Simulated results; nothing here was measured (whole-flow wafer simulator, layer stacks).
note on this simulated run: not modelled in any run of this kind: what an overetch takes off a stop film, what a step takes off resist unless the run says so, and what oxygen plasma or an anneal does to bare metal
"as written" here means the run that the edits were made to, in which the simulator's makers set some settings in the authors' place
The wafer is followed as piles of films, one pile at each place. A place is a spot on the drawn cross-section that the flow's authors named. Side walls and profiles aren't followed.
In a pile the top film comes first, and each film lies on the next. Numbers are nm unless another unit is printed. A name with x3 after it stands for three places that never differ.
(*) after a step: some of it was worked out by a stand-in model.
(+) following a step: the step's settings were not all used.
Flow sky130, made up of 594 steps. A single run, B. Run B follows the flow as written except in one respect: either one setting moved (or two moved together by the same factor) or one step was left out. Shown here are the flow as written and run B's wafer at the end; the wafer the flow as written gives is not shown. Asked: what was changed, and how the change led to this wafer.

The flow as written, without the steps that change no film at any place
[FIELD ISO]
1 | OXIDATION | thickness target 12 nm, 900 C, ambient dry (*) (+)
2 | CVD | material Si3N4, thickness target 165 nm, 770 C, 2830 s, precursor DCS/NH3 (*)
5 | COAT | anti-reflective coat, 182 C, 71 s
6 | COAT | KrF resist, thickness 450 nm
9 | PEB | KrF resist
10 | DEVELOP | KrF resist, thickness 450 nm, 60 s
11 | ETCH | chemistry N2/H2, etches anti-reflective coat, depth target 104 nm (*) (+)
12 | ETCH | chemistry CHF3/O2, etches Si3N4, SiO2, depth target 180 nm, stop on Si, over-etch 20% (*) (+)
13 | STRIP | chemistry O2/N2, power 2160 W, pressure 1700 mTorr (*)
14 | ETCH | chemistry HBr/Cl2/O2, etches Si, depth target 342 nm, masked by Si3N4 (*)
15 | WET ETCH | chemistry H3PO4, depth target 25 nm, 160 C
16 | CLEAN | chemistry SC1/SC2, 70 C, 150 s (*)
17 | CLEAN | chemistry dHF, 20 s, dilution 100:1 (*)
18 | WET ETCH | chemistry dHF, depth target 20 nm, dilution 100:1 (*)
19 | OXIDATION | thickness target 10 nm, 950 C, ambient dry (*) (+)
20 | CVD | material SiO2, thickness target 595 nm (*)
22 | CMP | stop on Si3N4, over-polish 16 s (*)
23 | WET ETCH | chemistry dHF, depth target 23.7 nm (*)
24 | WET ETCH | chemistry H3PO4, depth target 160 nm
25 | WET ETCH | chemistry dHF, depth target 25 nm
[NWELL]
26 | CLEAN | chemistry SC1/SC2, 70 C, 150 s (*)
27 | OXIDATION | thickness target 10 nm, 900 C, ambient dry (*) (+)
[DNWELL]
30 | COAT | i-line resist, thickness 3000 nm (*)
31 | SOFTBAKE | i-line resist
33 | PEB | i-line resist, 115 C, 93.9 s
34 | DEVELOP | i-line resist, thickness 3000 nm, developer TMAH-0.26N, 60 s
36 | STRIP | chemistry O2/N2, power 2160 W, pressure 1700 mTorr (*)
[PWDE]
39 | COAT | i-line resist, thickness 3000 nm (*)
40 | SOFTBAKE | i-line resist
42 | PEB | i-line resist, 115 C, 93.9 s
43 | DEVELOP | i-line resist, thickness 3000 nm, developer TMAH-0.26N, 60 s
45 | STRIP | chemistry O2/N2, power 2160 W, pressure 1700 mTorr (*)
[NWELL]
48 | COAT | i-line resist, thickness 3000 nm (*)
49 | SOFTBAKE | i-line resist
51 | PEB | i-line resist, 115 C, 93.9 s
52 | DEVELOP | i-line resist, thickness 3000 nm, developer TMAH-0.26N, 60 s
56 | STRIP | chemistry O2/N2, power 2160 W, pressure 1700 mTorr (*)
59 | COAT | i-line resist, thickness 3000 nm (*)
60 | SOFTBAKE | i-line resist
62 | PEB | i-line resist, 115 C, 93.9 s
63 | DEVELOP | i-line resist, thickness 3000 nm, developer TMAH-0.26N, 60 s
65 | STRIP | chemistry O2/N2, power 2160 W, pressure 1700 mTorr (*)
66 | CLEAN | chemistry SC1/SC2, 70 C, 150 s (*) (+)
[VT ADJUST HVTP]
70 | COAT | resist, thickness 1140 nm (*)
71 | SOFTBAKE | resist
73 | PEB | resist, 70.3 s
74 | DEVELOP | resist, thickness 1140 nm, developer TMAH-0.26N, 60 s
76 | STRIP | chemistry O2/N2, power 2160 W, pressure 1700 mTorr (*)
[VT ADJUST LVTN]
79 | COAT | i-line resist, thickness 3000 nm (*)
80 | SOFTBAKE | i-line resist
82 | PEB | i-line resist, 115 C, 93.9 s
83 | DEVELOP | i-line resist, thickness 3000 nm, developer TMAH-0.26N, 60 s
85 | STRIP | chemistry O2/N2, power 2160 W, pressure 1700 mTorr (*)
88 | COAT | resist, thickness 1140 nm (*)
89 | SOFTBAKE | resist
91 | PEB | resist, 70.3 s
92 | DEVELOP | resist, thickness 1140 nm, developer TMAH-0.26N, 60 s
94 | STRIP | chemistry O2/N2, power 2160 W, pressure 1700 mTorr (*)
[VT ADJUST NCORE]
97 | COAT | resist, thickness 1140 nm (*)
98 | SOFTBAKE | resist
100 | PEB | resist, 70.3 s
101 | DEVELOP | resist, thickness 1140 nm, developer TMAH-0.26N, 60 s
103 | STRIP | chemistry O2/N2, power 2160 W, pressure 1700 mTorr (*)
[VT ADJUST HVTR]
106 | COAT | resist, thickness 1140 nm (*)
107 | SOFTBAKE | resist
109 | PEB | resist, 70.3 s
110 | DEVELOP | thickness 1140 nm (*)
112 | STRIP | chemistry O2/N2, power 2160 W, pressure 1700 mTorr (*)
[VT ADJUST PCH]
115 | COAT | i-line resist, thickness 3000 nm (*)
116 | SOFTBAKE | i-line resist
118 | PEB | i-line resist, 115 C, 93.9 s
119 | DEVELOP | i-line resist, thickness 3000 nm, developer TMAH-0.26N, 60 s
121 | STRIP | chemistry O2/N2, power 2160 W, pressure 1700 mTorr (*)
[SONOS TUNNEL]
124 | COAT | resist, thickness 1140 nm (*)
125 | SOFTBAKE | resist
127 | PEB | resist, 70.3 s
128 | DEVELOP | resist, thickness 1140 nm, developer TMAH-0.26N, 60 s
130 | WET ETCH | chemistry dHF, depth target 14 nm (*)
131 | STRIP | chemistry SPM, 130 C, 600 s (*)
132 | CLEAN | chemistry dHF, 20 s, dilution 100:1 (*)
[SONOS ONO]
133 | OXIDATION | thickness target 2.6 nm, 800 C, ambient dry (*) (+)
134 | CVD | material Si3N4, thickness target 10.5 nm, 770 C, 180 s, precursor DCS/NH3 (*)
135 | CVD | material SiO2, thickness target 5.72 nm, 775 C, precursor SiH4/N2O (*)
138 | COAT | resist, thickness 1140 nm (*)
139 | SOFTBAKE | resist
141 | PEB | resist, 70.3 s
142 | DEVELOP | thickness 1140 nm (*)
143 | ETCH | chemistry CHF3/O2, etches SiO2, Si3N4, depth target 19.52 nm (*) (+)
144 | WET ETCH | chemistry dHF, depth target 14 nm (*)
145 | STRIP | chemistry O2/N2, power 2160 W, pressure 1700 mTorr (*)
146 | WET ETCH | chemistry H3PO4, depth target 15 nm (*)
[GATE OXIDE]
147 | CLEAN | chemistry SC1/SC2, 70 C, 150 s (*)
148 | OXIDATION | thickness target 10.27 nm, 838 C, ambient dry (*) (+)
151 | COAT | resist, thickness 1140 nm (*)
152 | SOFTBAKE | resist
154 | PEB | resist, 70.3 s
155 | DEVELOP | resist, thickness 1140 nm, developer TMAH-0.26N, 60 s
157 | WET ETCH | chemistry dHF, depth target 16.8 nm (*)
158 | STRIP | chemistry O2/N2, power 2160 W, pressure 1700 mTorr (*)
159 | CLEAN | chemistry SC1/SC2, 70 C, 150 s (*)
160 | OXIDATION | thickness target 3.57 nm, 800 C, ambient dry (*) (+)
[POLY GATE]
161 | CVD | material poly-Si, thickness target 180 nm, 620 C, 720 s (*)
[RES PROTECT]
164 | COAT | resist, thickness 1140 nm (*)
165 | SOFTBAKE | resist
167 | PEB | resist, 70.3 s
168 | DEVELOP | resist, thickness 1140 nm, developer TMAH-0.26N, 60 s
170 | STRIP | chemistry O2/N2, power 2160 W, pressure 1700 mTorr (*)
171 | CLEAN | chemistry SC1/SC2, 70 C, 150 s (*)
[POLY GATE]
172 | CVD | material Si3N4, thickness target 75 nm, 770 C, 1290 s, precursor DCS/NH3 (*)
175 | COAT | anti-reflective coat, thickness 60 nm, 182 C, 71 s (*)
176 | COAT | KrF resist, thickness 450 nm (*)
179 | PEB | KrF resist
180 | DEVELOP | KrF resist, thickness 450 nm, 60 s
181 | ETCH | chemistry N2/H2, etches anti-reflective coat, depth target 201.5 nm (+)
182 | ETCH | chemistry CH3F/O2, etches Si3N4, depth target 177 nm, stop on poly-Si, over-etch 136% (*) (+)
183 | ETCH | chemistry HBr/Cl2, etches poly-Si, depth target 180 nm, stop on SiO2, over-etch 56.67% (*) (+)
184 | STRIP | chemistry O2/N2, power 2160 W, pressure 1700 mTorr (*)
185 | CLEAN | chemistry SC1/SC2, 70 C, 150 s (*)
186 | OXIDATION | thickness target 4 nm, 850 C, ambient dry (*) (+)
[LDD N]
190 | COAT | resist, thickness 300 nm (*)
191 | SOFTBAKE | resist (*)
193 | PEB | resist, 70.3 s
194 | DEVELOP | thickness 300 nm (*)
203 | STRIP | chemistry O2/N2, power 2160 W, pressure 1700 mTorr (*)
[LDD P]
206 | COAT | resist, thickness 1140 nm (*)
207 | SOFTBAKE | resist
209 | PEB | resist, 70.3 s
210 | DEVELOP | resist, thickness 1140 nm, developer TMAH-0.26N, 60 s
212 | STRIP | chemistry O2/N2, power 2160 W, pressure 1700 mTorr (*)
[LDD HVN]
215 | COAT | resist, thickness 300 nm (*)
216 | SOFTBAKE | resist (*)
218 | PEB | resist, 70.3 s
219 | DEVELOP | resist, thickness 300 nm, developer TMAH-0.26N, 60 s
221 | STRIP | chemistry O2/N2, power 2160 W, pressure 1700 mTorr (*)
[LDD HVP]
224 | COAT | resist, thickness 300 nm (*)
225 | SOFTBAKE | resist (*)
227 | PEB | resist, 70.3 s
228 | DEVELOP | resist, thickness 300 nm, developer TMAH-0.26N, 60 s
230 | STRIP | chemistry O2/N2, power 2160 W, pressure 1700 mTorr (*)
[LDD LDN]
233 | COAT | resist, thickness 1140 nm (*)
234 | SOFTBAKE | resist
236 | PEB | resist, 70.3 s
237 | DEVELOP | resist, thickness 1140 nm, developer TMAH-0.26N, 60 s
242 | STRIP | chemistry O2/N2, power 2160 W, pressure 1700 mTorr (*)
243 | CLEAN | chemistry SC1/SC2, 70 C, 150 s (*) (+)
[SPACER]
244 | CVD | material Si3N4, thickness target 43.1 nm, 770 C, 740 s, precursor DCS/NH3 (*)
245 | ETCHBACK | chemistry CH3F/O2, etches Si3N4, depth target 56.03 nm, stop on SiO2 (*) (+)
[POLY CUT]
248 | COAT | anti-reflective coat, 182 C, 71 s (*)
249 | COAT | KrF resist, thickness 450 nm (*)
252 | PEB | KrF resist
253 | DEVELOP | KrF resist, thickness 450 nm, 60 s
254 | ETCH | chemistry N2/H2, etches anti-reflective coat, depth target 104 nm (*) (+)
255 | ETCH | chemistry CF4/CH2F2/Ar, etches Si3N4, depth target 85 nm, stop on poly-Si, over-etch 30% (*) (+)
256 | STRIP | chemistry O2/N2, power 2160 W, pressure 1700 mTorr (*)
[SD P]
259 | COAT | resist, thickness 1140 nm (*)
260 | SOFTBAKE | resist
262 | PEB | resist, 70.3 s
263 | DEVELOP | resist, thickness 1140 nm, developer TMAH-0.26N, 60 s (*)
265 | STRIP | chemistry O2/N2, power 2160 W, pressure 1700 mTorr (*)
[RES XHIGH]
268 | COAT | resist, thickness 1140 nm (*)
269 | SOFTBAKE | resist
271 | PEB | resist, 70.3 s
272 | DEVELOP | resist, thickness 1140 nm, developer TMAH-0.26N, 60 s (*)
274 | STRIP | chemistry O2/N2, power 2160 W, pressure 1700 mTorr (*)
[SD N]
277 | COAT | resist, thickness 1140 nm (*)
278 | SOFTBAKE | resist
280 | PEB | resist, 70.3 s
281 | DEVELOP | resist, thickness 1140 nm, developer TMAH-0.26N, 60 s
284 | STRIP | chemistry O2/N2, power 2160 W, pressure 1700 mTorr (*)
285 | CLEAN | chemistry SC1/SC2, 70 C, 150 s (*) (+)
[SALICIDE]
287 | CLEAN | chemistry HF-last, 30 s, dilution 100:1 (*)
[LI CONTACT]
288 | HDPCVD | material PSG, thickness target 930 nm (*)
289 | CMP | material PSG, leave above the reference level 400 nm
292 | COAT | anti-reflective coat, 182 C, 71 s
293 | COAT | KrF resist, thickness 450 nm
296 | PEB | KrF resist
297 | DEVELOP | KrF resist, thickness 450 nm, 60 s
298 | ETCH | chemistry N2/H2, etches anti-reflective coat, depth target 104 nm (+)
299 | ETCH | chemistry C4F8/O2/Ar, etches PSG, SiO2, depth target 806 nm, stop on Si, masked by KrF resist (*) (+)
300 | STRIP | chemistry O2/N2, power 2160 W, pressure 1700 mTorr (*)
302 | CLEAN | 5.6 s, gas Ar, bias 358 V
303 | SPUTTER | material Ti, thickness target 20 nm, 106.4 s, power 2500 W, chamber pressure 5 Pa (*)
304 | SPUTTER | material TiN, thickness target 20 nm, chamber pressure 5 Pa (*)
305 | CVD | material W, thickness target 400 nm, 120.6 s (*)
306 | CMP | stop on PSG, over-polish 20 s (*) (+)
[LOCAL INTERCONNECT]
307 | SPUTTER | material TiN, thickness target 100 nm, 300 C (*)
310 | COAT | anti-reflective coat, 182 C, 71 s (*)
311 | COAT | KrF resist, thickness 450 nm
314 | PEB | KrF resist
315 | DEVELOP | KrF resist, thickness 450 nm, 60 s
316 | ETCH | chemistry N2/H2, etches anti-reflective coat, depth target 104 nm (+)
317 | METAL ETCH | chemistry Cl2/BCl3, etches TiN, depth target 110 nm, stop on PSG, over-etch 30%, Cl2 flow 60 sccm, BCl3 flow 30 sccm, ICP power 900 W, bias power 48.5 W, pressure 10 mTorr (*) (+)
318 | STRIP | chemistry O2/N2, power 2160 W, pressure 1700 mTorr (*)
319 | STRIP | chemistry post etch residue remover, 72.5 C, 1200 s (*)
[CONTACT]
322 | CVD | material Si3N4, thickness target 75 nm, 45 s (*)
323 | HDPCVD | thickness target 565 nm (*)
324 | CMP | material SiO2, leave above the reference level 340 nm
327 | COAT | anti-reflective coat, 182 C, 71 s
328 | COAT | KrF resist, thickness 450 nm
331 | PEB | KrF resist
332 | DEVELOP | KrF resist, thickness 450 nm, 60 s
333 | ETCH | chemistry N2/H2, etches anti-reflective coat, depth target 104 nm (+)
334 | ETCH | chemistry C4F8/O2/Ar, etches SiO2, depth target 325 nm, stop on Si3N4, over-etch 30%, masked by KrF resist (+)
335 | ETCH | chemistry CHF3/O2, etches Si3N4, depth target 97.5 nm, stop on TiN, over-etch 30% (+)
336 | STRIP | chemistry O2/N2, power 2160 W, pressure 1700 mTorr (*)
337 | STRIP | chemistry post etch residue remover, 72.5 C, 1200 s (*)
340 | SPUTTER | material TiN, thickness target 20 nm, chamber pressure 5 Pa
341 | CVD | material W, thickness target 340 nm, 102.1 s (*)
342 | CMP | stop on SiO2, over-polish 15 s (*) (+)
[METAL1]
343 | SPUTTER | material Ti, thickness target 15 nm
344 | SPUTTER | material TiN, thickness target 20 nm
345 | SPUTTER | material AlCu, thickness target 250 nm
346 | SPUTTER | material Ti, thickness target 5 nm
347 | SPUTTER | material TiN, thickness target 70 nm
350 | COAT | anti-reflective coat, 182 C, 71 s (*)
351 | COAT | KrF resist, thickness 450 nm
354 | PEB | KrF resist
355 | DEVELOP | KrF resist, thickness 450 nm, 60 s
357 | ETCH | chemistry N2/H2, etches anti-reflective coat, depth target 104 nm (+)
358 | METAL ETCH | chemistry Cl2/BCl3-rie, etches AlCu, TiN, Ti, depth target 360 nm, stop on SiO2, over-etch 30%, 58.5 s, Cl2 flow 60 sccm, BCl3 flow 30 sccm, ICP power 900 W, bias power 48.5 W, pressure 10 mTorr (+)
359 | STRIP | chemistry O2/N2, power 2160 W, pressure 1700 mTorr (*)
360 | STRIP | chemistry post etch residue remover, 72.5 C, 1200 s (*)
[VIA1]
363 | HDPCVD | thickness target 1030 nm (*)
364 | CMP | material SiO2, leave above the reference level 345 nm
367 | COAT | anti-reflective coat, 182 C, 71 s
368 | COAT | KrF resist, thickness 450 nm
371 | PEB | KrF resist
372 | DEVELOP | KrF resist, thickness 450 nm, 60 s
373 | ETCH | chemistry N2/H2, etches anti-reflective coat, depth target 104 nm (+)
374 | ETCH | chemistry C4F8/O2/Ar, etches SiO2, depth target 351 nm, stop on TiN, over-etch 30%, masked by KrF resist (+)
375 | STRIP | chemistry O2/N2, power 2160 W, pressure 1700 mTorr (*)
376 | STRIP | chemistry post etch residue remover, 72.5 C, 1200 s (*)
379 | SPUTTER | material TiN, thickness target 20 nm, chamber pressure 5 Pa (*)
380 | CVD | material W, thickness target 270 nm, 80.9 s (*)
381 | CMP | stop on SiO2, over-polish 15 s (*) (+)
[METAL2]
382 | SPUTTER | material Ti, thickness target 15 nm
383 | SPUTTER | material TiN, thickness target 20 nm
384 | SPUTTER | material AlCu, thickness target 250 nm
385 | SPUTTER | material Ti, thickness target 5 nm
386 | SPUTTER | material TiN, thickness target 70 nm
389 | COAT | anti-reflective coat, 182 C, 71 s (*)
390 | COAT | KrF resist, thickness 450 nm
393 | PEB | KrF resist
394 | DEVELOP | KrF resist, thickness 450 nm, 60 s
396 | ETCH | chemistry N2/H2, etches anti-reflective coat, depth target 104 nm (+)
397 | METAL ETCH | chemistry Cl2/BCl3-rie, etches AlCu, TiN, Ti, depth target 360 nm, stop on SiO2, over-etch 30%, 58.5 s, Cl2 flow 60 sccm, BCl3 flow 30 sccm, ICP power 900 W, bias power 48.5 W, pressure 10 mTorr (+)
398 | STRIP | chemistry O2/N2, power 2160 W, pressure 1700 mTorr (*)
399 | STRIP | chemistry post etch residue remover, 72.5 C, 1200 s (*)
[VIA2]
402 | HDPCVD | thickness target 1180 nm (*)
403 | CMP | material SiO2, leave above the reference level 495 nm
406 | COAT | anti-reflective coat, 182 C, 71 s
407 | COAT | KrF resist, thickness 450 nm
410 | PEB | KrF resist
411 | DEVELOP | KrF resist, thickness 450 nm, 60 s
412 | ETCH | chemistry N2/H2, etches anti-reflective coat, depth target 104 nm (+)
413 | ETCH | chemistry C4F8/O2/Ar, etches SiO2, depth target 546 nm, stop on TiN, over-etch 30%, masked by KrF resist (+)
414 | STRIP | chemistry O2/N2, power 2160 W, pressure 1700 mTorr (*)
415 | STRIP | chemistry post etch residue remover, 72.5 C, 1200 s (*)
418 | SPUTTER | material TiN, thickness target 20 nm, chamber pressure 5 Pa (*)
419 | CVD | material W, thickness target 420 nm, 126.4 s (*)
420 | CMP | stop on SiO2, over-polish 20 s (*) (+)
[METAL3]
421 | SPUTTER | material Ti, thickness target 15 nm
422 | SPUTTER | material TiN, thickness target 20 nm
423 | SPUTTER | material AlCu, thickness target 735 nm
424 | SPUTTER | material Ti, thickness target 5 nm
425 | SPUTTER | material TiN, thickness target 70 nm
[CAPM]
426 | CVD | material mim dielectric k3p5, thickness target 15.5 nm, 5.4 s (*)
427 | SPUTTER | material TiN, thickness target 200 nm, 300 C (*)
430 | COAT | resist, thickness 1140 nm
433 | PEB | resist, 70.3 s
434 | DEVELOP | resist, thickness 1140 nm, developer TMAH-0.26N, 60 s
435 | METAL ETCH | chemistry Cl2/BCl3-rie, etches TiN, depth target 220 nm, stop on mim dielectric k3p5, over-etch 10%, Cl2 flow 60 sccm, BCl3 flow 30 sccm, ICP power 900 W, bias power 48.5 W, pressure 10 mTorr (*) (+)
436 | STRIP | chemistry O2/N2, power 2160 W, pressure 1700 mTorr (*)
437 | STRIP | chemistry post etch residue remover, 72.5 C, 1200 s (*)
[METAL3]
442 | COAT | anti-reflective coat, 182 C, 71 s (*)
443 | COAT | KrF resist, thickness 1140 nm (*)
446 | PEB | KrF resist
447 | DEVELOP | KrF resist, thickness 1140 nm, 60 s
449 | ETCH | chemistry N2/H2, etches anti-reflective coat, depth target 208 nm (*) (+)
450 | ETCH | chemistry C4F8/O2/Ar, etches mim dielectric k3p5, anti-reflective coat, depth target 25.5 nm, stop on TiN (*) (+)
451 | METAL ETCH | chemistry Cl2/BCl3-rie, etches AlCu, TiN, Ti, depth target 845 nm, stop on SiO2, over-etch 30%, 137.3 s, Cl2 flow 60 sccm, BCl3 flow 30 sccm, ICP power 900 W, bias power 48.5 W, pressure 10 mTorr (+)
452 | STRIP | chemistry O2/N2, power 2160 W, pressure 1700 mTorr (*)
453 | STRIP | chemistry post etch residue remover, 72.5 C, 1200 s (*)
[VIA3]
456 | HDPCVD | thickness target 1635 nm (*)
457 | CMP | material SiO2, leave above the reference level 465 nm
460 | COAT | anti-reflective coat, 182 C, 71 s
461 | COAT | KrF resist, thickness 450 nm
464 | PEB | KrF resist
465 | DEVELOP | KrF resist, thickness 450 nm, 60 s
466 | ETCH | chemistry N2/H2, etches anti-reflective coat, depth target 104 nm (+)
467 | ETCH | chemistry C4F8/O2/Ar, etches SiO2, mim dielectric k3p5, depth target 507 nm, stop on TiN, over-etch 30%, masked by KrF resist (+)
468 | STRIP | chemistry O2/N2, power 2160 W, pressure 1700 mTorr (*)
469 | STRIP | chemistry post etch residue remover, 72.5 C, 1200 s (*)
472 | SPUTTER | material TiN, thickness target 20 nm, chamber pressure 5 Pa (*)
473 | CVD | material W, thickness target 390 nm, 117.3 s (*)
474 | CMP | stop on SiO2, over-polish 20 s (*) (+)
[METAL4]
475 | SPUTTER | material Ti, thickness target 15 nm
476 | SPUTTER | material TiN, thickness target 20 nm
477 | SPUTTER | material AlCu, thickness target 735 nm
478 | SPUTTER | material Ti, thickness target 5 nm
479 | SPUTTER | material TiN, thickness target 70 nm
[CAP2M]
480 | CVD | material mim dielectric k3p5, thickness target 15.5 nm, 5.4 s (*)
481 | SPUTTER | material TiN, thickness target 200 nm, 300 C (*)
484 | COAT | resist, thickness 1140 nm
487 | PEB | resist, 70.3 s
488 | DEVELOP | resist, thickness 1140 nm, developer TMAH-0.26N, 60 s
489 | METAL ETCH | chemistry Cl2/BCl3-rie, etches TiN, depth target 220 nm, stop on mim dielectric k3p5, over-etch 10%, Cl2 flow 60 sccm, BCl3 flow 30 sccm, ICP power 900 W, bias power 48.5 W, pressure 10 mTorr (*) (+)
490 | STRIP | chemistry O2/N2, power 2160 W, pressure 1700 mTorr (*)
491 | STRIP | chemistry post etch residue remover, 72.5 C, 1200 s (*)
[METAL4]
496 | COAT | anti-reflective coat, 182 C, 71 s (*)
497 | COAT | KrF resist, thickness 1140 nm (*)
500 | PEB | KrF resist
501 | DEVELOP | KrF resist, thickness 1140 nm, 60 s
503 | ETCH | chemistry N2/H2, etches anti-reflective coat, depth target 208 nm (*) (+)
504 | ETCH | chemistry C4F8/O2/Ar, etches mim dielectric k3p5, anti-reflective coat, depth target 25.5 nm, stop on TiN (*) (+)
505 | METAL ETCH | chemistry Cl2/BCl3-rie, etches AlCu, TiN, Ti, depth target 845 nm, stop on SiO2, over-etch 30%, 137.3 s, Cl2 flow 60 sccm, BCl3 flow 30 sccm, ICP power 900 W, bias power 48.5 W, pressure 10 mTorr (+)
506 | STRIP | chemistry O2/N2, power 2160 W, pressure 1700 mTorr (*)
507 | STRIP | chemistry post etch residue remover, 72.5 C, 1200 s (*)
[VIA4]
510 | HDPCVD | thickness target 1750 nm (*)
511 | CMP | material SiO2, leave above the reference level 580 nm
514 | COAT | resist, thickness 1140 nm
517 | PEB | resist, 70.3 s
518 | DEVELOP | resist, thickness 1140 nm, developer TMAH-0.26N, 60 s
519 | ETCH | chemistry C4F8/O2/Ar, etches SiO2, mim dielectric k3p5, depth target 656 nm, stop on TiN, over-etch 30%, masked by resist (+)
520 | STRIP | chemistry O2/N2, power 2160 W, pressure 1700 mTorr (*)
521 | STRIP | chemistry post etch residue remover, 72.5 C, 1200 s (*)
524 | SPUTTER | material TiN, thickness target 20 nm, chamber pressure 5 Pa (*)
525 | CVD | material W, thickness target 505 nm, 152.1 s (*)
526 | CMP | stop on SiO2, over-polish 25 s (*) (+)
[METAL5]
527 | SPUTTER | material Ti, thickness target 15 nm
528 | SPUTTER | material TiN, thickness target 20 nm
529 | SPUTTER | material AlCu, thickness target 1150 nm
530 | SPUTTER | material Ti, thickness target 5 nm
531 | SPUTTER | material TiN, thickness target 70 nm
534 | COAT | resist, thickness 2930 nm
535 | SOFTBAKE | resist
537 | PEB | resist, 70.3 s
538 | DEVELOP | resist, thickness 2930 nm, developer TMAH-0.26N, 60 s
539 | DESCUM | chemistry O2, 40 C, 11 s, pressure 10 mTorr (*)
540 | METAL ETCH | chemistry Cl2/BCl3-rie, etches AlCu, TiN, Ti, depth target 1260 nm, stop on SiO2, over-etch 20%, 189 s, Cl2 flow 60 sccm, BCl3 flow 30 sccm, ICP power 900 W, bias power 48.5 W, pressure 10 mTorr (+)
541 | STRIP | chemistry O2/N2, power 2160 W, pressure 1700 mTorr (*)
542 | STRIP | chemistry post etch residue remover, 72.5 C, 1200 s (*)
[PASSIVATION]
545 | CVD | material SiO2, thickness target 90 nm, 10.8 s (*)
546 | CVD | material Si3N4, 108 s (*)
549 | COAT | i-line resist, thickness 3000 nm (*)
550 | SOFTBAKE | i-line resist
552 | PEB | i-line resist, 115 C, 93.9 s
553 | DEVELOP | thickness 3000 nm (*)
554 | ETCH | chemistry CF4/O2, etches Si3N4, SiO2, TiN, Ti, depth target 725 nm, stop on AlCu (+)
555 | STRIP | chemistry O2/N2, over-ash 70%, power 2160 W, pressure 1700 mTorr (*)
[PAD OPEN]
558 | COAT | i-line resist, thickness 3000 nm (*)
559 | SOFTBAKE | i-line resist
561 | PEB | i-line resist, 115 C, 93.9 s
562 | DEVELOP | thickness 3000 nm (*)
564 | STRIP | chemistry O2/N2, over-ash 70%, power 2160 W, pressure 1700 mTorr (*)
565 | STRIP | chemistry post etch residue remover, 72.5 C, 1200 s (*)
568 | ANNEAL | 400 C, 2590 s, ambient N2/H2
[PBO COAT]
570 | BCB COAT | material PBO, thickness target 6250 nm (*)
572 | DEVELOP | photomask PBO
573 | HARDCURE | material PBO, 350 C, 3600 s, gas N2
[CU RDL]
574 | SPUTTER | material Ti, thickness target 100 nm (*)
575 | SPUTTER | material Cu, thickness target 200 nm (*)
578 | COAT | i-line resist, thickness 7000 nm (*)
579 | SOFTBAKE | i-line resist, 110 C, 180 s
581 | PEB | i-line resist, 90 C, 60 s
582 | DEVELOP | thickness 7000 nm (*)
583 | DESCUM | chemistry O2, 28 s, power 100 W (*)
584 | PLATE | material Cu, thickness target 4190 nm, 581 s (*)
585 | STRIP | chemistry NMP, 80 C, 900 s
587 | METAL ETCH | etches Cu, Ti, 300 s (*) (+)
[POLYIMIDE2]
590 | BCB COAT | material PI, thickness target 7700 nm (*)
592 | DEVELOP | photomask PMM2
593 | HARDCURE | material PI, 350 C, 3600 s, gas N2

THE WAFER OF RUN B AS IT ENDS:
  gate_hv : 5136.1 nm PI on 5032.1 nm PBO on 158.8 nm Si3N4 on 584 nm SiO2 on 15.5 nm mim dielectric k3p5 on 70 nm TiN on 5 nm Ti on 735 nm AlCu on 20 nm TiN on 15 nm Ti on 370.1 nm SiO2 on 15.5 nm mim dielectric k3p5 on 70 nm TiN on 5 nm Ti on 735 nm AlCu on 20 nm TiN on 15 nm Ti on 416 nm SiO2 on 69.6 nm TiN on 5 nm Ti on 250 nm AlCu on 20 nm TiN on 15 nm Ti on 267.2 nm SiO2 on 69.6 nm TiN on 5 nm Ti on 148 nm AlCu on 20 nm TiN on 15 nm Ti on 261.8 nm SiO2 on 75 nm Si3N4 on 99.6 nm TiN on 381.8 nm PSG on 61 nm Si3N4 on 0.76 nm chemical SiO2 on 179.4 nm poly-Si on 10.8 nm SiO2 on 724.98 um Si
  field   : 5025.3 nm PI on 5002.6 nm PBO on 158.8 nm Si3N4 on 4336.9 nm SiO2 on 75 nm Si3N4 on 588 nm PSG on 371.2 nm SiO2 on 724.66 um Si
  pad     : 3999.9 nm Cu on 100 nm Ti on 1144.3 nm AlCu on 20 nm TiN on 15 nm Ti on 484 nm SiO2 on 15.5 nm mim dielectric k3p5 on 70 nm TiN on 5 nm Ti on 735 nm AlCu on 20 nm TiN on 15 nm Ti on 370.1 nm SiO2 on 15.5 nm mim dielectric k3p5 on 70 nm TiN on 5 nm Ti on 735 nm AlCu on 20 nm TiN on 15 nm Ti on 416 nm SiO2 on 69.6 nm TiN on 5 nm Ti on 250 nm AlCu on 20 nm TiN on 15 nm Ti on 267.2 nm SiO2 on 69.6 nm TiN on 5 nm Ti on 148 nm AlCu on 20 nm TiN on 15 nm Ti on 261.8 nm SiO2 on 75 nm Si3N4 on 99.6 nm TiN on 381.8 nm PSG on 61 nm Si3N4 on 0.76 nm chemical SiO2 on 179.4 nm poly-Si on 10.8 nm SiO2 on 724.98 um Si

Cause: step 345, SPUTTER: thickness target 148 nm was run, though the flow has thickness target 250 nm.
The wafer itself shows it: gate_hv has AlCu 148, and step 345 as written asks for 250 nm.

The path from the change to this, step by step:
  345 | SPUTTER | material AlCu, thickness target 250 nm
      field, active, n_well and 188 more: +148 AlCu (new film) (it would be, as written: +250 AlCu (new film))
  358 | METAL ETCH | chemistry Cl2/BCl3-rie, etches AlCu, TiN, Ti, depth target 360 nm, stop on SiO2, over-etch 30%, 58.5 s, Cl2 flow 60 sccm, BCl3 flow 30 sccm, ICP power 900 W, bias power 48.5 W, pressure 10 mTorr (+)
      field, active, gate and 81 more: -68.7 TiN (all of it), -5 Ti (all of it), -148 AlCu (all of it), -20 TiN (all of it), -15 Ti (all of it), -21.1 SiO2 (it would be, as written: -68.7 TiN (all of it), -5 Ti (all of it), -250 AlCu (all of it), -20 TiN (all of it), -15 Ti (all of it), -10.9 SiO2)
  364 | CMP | material SiO2, leave above the reference level 345 nm
      field, active, gate and 81 more: -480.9 SiO2 (it would be, as written: -389.1 SiO2)
